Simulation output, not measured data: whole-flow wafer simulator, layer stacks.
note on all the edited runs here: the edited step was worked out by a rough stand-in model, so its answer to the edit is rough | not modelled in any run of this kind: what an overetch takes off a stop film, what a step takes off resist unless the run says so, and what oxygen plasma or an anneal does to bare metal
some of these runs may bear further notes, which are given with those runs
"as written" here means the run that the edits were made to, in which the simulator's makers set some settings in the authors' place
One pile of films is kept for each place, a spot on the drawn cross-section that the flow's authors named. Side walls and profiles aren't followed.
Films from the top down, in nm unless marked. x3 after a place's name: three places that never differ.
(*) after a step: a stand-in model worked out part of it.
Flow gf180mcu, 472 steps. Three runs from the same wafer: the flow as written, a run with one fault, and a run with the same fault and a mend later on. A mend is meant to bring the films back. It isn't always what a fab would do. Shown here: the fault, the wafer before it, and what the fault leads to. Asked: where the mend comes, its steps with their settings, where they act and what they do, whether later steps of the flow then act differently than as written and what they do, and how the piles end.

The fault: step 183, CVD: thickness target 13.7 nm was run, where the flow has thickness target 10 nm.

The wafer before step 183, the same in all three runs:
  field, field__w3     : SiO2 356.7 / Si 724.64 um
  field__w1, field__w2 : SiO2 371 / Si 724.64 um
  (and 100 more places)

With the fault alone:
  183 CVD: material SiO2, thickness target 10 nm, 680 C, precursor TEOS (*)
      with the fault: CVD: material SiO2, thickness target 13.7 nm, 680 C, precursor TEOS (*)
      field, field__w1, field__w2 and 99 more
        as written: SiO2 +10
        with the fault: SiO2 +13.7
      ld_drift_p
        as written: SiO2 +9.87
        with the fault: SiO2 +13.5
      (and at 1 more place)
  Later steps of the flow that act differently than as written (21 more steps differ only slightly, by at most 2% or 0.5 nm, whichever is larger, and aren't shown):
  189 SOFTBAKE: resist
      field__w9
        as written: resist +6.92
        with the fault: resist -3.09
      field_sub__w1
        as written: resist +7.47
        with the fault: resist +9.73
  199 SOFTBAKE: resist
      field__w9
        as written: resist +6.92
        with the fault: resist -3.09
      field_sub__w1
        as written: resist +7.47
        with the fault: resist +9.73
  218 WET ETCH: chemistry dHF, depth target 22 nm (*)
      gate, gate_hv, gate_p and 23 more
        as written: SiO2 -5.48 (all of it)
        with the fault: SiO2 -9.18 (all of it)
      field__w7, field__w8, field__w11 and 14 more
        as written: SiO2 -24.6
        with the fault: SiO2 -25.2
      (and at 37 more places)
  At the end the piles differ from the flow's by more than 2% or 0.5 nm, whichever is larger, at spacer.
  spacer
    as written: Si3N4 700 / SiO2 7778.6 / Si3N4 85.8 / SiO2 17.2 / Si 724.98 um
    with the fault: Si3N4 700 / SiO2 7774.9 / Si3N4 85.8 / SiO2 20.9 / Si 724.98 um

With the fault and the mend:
  The mend comes after step 183.
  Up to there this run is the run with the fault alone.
  183a WET ETCH: chemistry dHF, depth target 3.7 nm, 25 C, dilution 100:1 (the flow's step 17 once more, with other settings)
      field, field__w1, field__w2 and 101 more
        SiO2 -3.7
  No later step of the flow acts differently than as written, at any place that is followed, by more than 2% or 0.5 nm, whichever is larger.
  At the end the piles differ from the flow's only slightly at the places that both follow, by at most 2% or 0.5 nm, whichever is larger.
